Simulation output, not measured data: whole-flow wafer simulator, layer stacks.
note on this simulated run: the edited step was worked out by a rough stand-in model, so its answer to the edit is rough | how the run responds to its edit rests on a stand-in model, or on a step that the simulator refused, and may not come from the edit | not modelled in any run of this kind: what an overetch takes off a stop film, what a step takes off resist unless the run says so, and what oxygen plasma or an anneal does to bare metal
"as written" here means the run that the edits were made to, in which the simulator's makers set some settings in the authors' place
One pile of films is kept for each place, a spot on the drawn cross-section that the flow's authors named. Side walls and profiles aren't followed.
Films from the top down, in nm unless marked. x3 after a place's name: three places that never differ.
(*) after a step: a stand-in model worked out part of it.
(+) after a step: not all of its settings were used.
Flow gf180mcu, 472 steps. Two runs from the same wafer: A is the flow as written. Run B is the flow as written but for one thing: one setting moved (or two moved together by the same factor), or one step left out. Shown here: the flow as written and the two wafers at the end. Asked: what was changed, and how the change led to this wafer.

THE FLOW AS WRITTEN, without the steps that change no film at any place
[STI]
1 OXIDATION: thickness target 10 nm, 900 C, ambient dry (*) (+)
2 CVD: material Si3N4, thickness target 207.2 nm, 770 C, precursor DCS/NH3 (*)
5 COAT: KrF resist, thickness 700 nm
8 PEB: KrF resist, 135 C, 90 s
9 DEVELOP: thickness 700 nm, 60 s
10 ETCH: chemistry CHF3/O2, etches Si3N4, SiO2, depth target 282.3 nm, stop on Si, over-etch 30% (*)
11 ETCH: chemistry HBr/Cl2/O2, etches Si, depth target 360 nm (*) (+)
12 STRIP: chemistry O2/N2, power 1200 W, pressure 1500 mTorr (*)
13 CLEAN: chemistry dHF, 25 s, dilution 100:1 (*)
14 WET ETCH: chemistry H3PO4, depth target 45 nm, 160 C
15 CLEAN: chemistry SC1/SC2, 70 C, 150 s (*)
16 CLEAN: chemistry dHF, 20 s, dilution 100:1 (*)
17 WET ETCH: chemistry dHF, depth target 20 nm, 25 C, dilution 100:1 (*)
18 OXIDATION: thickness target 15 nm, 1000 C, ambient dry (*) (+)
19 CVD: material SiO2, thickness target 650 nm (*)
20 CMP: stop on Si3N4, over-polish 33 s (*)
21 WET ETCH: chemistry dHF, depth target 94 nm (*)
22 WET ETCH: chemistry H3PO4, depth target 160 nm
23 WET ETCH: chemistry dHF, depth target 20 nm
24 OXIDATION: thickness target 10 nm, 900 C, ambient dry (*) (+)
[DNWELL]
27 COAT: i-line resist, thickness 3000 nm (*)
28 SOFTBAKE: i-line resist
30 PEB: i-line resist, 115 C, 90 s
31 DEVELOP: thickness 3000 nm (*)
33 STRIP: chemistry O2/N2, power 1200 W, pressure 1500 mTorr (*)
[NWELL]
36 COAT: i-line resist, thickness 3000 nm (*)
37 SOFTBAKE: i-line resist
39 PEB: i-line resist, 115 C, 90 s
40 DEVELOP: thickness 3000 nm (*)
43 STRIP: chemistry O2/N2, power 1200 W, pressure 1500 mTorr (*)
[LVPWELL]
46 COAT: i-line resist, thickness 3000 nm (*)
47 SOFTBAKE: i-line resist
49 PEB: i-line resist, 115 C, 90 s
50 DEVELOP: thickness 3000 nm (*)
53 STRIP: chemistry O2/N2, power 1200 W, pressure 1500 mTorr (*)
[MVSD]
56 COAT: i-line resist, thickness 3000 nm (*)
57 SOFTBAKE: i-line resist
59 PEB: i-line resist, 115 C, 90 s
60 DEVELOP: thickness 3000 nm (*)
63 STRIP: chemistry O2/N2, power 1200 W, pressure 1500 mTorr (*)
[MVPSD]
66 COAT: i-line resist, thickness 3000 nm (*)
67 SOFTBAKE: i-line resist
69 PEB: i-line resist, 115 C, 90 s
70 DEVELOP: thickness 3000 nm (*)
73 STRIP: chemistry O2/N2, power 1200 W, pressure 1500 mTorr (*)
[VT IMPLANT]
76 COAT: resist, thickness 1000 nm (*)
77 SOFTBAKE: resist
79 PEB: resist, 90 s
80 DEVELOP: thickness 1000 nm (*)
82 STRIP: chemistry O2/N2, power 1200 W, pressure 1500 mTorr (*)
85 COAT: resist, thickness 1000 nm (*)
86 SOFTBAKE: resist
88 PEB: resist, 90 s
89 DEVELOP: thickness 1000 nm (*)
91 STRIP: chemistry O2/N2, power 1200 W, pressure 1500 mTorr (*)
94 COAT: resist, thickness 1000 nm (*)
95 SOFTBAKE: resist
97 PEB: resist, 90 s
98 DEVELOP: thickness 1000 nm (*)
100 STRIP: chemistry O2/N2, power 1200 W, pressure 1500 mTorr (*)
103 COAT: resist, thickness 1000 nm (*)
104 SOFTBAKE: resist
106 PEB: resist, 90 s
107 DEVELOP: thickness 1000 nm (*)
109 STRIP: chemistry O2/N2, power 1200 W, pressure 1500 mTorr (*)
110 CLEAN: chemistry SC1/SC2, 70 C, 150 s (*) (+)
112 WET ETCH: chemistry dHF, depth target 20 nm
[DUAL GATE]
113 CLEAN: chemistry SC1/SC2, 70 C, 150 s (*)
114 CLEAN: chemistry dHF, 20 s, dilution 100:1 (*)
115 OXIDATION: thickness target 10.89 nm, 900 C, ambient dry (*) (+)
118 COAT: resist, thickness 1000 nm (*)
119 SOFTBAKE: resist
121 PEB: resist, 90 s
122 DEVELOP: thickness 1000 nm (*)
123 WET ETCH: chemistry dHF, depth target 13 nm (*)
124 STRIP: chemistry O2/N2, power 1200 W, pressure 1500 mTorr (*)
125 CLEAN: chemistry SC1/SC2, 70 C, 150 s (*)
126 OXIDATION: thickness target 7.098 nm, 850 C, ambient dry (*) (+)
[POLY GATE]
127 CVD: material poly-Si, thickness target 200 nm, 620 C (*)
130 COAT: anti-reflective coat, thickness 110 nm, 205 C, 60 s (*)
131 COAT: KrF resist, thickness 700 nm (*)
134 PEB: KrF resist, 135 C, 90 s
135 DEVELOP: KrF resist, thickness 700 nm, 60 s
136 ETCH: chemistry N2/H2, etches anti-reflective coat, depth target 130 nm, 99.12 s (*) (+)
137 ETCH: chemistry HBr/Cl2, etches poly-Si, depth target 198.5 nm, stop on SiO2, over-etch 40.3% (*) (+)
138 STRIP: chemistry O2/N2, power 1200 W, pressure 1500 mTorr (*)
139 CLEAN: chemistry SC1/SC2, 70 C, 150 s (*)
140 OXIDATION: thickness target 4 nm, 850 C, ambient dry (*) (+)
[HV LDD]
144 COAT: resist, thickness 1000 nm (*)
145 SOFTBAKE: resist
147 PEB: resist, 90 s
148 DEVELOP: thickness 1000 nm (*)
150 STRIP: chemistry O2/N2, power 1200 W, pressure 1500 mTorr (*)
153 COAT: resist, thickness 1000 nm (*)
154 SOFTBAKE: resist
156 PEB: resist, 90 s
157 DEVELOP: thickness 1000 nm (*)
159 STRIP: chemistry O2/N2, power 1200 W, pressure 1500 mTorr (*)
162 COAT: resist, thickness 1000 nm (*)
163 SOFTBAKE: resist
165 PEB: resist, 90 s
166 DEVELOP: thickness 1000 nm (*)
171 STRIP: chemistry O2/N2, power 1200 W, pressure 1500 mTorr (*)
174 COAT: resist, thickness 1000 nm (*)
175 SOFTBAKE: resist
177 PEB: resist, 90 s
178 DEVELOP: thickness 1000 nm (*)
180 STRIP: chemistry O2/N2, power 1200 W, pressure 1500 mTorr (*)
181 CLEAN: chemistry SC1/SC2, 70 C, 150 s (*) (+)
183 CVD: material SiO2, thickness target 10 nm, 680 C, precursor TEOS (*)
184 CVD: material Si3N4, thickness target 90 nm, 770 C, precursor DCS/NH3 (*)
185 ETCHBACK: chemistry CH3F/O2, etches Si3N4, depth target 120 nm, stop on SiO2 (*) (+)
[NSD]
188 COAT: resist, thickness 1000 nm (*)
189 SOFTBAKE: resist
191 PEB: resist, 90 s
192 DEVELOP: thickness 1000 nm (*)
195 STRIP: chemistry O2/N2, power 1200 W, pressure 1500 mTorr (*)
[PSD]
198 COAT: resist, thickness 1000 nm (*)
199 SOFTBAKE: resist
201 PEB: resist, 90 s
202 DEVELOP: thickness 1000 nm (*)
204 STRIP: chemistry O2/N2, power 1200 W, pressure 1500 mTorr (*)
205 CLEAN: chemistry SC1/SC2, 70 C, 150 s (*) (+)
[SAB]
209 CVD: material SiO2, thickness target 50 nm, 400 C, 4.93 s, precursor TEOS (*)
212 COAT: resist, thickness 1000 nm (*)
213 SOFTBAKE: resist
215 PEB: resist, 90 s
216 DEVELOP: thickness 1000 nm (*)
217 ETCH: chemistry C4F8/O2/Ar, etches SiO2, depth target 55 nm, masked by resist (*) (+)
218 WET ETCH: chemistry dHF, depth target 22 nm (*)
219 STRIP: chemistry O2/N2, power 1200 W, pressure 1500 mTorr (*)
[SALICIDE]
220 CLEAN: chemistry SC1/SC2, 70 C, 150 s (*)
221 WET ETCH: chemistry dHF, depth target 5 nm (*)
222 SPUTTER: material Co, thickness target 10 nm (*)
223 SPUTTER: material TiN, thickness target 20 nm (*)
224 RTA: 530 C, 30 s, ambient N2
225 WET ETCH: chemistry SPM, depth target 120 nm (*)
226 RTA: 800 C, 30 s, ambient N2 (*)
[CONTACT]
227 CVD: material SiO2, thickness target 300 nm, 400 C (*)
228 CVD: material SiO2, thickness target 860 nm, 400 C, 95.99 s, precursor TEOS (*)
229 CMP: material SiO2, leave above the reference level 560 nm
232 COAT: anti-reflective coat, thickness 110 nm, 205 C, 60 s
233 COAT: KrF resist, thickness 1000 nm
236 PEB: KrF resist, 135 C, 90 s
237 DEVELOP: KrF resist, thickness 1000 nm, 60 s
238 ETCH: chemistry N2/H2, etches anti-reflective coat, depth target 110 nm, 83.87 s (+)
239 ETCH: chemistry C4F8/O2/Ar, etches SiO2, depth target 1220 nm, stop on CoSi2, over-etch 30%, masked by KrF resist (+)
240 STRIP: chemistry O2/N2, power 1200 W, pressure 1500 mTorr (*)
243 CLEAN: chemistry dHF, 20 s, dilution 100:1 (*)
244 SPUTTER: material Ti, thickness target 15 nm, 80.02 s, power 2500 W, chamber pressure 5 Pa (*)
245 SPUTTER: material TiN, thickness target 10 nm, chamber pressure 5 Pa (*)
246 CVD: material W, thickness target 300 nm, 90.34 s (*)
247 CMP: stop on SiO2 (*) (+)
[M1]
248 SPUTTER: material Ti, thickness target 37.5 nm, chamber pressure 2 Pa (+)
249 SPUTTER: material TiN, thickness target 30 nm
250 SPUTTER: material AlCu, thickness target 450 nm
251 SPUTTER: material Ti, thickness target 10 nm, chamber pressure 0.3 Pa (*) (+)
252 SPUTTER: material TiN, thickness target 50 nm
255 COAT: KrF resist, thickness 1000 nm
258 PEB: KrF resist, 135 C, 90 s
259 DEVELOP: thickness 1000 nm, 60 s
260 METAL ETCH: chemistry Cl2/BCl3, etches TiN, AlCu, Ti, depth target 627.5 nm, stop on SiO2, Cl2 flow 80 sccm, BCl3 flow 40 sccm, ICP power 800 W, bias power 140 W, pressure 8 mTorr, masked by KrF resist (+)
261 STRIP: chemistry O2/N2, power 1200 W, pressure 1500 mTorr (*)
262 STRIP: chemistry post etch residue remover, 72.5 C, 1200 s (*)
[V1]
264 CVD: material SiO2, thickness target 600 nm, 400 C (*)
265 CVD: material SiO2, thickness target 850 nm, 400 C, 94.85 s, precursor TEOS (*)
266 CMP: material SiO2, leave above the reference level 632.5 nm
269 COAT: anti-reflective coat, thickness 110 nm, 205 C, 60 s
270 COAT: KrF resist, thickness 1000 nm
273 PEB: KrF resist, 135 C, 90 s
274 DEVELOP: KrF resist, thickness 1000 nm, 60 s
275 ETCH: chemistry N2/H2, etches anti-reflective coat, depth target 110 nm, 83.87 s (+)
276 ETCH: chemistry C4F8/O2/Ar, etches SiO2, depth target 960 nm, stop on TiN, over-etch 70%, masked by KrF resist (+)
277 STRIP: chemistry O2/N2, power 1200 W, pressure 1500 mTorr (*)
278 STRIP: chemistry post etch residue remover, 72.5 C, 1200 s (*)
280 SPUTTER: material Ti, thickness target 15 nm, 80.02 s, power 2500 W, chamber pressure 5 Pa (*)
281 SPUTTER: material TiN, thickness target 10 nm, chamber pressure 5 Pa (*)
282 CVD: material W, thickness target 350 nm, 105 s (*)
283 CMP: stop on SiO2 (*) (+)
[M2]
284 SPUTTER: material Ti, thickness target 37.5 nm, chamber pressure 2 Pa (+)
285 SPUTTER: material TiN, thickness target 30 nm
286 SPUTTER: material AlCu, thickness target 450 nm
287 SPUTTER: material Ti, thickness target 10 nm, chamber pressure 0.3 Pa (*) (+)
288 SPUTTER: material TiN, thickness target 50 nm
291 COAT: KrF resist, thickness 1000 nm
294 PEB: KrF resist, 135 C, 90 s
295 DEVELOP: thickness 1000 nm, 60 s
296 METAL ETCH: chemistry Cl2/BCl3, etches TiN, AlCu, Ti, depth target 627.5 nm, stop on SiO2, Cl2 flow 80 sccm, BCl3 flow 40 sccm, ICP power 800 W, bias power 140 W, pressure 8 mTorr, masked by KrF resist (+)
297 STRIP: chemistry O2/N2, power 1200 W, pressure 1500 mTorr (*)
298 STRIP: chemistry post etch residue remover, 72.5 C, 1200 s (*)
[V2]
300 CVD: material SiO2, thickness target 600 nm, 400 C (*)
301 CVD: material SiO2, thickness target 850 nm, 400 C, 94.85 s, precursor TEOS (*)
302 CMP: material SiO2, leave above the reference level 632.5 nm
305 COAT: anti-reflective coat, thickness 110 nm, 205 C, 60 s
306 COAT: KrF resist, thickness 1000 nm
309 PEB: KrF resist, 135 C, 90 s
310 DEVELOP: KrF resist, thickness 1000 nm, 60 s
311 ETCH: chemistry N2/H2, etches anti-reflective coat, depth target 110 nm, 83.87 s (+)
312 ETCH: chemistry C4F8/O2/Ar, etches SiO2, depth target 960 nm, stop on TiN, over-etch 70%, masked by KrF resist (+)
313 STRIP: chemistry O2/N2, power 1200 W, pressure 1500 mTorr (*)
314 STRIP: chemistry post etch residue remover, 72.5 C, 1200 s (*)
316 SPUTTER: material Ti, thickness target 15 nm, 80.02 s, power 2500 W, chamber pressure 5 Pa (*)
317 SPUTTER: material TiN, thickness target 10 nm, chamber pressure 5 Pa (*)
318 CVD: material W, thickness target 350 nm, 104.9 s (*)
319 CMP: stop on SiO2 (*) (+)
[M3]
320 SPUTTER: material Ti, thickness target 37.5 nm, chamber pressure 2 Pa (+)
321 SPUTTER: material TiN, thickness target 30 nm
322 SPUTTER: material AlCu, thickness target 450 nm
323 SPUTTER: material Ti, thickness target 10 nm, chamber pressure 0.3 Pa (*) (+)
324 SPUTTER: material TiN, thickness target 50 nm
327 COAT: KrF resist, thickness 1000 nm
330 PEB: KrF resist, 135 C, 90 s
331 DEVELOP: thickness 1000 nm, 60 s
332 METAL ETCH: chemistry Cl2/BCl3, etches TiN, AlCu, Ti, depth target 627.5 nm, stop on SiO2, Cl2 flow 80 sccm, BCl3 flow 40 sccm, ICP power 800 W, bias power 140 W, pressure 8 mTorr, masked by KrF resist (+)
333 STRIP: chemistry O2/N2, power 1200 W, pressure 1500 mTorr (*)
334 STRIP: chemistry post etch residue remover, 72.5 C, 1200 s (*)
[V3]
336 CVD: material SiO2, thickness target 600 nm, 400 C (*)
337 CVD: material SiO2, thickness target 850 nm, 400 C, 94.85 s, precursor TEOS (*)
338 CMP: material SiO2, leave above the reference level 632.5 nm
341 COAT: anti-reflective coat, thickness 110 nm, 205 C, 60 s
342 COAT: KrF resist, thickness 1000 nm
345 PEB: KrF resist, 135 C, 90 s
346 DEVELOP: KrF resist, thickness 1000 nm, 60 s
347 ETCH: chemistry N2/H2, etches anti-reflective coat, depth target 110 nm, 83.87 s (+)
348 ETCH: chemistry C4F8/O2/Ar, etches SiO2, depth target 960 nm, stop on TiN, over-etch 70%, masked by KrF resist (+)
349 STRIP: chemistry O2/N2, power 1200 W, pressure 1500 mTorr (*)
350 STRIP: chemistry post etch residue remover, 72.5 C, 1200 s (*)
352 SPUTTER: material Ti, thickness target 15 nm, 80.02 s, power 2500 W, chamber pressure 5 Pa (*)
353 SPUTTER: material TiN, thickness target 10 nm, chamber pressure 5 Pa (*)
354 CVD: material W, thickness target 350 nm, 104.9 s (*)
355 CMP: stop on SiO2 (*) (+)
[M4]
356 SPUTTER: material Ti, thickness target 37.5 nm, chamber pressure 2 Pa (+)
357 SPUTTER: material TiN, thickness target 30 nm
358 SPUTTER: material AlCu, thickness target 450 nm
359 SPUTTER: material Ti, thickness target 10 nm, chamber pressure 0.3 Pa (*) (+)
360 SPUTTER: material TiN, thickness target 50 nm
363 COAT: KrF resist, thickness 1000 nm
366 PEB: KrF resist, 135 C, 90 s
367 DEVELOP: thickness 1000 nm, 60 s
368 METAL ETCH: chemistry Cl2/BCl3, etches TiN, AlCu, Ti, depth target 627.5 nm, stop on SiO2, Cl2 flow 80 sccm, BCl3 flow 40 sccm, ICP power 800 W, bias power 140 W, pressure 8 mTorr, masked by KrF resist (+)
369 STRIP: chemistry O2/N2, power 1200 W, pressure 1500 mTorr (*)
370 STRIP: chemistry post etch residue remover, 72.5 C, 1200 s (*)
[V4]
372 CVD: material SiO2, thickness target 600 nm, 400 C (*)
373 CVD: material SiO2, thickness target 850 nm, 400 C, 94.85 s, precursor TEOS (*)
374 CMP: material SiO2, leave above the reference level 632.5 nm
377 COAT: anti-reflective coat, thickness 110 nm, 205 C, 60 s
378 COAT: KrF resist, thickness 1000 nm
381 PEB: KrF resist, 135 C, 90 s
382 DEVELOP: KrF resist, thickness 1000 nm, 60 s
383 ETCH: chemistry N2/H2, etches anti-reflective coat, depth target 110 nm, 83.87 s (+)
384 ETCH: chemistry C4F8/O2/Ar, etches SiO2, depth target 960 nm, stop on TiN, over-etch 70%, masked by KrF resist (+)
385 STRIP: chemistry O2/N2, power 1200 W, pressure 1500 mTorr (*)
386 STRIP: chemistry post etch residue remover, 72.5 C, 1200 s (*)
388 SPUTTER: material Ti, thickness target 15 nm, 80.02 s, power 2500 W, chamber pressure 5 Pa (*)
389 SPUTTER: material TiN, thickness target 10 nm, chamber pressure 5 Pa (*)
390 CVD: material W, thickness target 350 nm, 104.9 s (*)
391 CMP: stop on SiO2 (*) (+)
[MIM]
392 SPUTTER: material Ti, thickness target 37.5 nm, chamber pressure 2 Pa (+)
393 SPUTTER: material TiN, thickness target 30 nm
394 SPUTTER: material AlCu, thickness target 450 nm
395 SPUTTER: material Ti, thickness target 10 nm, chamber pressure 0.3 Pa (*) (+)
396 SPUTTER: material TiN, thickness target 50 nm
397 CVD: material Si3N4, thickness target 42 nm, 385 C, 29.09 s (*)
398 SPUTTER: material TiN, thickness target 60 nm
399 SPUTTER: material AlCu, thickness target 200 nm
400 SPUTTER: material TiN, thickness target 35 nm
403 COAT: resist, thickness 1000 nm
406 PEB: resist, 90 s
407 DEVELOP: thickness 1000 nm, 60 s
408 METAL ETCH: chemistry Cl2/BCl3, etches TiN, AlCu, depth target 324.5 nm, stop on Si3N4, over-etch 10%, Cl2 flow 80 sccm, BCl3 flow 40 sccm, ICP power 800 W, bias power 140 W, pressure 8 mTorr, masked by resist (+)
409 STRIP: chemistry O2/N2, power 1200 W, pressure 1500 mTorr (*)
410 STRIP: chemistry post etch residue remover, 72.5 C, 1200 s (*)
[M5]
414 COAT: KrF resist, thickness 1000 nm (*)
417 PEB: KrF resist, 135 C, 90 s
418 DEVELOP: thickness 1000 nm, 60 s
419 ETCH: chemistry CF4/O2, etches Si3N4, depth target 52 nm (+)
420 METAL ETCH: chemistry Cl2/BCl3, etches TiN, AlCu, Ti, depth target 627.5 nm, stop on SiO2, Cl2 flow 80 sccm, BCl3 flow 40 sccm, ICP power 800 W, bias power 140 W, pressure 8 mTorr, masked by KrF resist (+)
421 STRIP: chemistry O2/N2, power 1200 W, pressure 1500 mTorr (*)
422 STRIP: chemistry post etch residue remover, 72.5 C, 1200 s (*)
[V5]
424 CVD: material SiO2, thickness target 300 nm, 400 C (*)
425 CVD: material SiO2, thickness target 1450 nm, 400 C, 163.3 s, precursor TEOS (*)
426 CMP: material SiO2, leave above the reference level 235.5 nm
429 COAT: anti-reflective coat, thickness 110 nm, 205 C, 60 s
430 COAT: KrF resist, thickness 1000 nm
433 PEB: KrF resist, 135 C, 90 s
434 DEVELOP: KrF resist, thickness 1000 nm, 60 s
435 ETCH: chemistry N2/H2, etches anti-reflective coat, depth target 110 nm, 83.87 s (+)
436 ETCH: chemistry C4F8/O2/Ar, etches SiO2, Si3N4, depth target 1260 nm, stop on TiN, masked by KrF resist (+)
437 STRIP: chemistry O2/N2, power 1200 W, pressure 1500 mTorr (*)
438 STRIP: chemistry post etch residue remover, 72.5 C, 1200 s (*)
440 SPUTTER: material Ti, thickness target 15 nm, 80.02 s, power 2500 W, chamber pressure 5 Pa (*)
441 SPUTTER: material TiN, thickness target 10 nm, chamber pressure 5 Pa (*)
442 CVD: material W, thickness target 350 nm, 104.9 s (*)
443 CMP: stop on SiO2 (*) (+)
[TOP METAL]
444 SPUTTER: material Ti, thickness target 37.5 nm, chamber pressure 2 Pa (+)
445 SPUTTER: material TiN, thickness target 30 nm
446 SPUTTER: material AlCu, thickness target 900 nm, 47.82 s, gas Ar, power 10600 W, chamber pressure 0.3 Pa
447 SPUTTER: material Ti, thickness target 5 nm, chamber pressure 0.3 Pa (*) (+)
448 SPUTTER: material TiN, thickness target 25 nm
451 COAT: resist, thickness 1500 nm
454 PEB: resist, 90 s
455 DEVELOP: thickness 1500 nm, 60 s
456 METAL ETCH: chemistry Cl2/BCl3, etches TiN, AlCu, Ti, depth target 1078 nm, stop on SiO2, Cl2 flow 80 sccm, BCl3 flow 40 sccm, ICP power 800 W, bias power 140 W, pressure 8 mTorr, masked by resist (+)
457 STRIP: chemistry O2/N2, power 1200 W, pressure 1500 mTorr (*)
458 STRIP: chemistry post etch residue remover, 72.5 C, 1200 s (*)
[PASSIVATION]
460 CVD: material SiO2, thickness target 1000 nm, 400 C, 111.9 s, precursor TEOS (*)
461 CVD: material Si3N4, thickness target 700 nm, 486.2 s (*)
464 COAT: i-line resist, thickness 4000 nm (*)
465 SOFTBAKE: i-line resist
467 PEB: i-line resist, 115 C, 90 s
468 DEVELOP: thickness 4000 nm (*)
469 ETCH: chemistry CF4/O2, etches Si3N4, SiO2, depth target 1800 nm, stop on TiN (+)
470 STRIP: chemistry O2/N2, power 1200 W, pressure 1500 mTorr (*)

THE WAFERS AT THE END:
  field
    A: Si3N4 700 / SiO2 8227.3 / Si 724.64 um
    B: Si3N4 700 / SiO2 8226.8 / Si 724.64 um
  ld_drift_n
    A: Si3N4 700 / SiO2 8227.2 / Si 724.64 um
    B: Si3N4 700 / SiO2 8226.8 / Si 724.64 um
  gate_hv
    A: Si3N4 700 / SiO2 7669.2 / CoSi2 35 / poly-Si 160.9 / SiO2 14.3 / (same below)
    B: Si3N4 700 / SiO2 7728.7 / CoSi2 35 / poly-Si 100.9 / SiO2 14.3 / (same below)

The cause: step 127, CVD: thickness target 140 nm was run, where the flow has thickness target 200 nm.

How the change led to this, step by step:
  127 CVD: material poly-Si, thickness target 200 nm, 620 C (*)
      field, field__w1, field__w2 and 89 more: A poly-Si +200 (new film) | B poly-Si +140 (new film)
  137 ETCH: chemistry HBr/Cl2, etches poly-Si, depth target 198.5 nm, stop on SiO2, over-etch 40.3% (*) (+)
      gate, gate_hv, gate_p and 25 more: A KrF resist -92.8 | B KrF resist -65
      field, field__w3, field__w12 and 10 more: A poly-Si -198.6 (all of it), SiO2 -0.4 | B poly-Si -138.6 (all of it), SiO2 -5.01
      (and at 51 more places)
  138 STRIP: chemistry O2/N2, power 1200 W, pressure 1500 mTorr (*)
      gate: A chemical SiO2 +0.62 (new film), KrF resist -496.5 (all of it), anti-reflective coat -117 (all of it), poly-Si -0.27 | B chemical SiO2 +0.63 (new film), KrF resist -524.3 (all of it), anti-reflective coat -117 (all of it), poly-Si -0.28
      gate_hv: A chemical SiO2 +0.62 (new film), KrF resist -495.3 (all of it), anti-reflective coat -109.8 (all of it), poly-Si -0.27 | B chemical SiO2 +0.63 (new film), KrF resist -523.2 (all of it), anti-reflective coat -109.8 (all of it), poly-Si -0.28
      (and at 26 more places)
  140 OXIDATION: thickness target 4 nm, 850 C, ambient dry (*) (+)
      active, n_well, sd_p, contact, nplus_u: A SiO2 +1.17, Si -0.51 | B SiO2 +2.24, Si -0.99
      pplus_u, iso_ptap_pw, iso_ntap_nw, iso_ptap_sub, vpnp_e: A SiO2 +1.17, Si -0.51 | B SiO2 +2.25, Si -0.99
      (and at 3 more places)
  144 COAT: resist, thickness 1000 nm (*)
      gate: A resist +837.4 (new film) | B resist +884.1 (new film)
      gate_hv: A resist +845.5 (new film) | B resist +887.6 (new film)
      (and at 26 more places)
  145 SOFTBAKE: resist
      field__w6: A resist +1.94 | B resist +1.29
      field_sub: A resist +2.41 | B resist +1.68
      (and at 22 more places)
  147 PEB: resist, 90 s
      ld_gate_n, ld_acc_n: A resist -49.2 | B resist -51.4
      polyc_n, polyc_p: A resist -46.1 | B resist -48.9
      (and at 24 more places)
  148 DEVELOP: thickness 1000 nm (*)
      gate: A resist -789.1 (all of it) | B resist -833.3 (all of it)
      npoly_u: A resist -790.2 (all of it) | B resist -832.1 (all of it)
      (and at 3 more places)
  150 STRIP: chemistry O2/N2, power 1200 W, pressure 1500 mTorr (*)
      gate_hv: A resist -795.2 (all of it) | B resist -835.5 (all of it)
      gate_p: A resist -795.2 (all of it) | B resist -837.9 (all of it)
      (and at 21 more places)
  153 COAT: resist, thickness 1000 nm (*)
      gate: A resist +837.4 (new film) | B resist +884.1 (new film)
      gate_hv: A resist +845.5 (new film) | B resist +887.6 (new film)
      (and at 26 more places)
  154 SOFTBAKE: resist
      field__w6: A resist +1.94 | B resist +1.29
      field_sub: A resist +2.41 | B resist +1.68
      (and at 22 more places)
  156 PEB: resist, 90 s
      ld_gate_n, ld_acc_n: A resist -49.2 | B resist -51.4
      polyc_n, polyc_p: A resist -46.1 | B resist -48.9
      (and at 24 more places)
  157 DEVELOP: thickness 1000 nm (*)
      gate_p: A resist -795.2 (all of it) | B resist -837.9 (all of it)
      ppoly_u: A resist -793.1 (all of it) | B resist -834.3 (all of it)
      (and at 3 more places)
  159 STRIP: chemistry O2/N2, power 1200 W, pressure 1500 mTorr (*)
      gate: A resist -789.1 (all of it) | B resist -833.3 (all of it)
      gate_hv: A resist -795.2 (all of it) | B resist -835.5 (all of it)
      (and at 21 more places)
  162 COAT: resist, thickness 1000 nm (*)
      gate: A resist +837.4 (new film) | B resist +884.1 (new film)
      gate_hv: A resist +845.5 (new film) | B resist +887.6 (new film)
      (and at 26 more places)
  163 SOFTBAKE: resist
      field__w6: A resist +1.94 | B resist +1.29
      field_sub: A resist +2.41 | B resist +1.68
      (and at 22 more places)
  ... 33 more steps ...
  246 CVD: material W, thickness target 300 nm, 90.34 s (*)
      polyc_n, polyc_p: A W +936 (new film) | B W +995.5 (new film)
